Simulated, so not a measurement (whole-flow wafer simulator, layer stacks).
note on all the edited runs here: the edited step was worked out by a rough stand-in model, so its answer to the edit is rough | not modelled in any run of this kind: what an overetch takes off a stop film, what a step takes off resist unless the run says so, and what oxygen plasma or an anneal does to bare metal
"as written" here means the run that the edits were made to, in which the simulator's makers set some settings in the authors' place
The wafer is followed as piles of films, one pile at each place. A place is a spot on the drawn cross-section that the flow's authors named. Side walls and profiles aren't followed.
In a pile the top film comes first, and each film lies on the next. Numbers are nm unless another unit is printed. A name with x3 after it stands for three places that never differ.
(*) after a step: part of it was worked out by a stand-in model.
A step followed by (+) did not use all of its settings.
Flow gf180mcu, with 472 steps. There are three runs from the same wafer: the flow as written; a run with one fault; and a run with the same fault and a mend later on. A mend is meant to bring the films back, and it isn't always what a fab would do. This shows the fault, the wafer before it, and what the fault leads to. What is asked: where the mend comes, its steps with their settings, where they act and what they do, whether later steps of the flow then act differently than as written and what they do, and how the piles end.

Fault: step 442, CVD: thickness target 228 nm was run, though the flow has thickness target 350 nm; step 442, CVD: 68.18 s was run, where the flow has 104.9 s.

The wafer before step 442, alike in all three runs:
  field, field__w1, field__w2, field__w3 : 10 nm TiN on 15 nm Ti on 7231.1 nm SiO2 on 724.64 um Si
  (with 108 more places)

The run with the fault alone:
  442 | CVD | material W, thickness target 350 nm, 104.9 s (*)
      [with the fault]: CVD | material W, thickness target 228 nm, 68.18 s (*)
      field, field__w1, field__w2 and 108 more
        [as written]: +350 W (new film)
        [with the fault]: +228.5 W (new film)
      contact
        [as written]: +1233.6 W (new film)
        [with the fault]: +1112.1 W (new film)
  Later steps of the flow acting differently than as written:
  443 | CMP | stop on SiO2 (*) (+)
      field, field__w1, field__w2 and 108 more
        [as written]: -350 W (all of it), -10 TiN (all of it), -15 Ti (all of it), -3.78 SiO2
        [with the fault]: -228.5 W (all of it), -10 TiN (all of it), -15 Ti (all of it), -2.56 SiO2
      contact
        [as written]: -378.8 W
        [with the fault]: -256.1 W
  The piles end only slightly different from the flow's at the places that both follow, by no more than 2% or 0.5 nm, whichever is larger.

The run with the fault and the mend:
  After step 442 comes the mend.
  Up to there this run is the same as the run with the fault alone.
  442a | CVD | material W, thickness target 122 nm, 36.56 s (a further turn of the flow's step 442, with different settings)
      field, field__w1, field__w2 and 109 more
        +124 W
  Every later step of the flow that is run acts as written, at every place that is followed, to within 2% or 0.5 nm, whichever is larger.
  The piles end only slightly different from the flow's at the places that both follow, by no more than 2% or 0.5 nm, whichever is larger.
